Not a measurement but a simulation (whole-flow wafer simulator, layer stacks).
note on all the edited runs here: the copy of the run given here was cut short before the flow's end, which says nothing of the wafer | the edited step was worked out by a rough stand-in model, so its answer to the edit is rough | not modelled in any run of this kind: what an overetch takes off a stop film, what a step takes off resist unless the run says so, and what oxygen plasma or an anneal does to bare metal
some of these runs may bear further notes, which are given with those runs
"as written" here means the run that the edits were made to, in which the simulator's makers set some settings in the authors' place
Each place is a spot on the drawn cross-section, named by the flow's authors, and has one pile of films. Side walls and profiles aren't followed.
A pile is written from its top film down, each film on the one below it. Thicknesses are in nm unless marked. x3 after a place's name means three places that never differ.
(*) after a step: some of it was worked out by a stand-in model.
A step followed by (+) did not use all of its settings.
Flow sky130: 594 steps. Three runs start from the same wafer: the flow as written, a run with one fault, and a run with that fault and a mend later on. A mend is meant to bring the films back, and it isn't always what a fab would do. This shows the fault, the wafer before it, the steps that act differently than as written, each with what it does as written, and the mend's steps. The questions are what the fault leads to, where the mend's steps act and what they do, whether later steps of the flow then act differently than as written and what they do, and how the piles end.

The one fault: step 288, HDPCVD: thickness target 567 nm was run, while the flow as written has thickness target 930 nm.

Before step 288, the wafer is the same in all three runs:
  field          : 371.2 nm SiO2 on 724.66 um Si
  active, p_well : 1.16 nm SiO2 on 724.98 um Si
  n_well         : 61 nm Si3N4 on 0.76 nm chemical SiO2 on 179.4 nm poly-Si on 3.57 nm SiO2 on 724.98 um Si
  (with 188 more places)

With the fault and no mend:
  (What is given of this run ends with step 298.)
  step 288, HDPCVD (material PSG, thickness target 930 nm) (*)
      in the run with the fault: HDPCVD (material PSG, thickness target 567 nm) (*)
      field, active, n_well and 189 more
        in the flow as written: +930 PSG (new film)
        in the run with the fault: +567 PSG (new film)
  Steps later in the flow that act otherwise than as written (2 more steps, not shown, differ only slightly: by at most 2% or 0.5 nm, whichever is larger):
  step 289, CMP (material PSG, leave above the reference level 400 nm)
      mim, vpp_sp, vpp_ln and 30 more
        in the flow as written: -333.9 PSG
        in the run with the fault: nothing
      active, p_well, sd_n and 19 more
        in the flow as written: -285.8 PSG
        in the run with the fault: nothing
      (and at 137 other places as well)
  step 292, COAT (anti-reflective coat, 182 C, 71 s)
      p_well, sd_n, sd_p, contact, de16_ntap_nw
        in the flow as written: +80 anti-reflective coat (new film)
        in the run with the fault: +126.5 anti-reflective coat (new film)
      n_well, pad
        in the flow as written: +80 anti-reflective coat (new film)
        in the run with the fault: +49.3 anti-reflective coat (new film)
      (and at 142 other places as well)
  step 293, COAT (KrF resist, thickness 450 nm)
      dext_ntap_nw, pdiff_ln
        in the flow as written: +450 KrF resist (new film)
        in the run with the fault: +461.3 KrF resist (new film)
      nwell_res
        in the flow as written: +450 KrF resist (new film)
        in the run with the fault: +465.4 KrF resist (new film)
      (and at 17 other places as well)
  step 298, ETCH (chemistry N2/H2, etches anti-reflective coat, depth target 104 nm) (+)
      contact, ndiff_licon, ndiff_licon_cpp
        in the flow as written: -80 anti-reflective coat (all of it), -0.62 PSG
        in the run with the fault: -104 anti-reflective coat
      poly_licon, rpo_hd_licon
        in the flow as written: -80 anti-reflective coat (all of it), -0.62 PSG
        in the run with the fault: -65.6 anti-reflective coat (all of it), -0.98 PSG
  After step 298, at field, active, n_well and 169 more, the piles differ from the flow's by more than 2% or 0.5 nm, whichever is larger.
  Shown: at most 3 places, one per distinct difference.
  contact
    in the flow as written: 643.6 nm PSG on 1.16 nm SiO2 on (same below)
    in the run with the fault: 22.5 nm anti-reflective coat on 567 nm PSG on 1.16 nm SiO2 on (same below)
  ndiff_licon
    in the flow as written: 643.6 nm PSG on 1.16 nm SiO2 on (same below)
    in the run with the fault: 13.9 nm anti-reflective coat on 567 nm PSG on 1.16 nm SiO2 on (same below)
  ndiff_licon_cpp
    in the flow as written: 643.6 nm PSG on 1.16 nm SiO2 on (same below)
    in the run with the fault: 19 nm anti-reflective coat on 567 nm PSG on 1.16 nm SiO2 on (same below)

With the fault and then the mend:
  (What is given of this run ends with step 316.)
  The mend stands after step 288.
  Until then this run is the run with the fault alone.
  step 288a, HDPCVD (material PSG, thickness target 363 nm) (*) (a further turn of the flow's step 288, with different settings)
      field, active, n_well and 189 more
        +363 PSG
  Every later step of the flow up to step 316 that is run acts as written, at every place that is followed, to within 2% or 0.5 nm, whichever is larger.
  The piles after step 316 are only slightly different from the flow's at the places that both follow, by no more than 2% or 0.5 nm, whichever is larger.
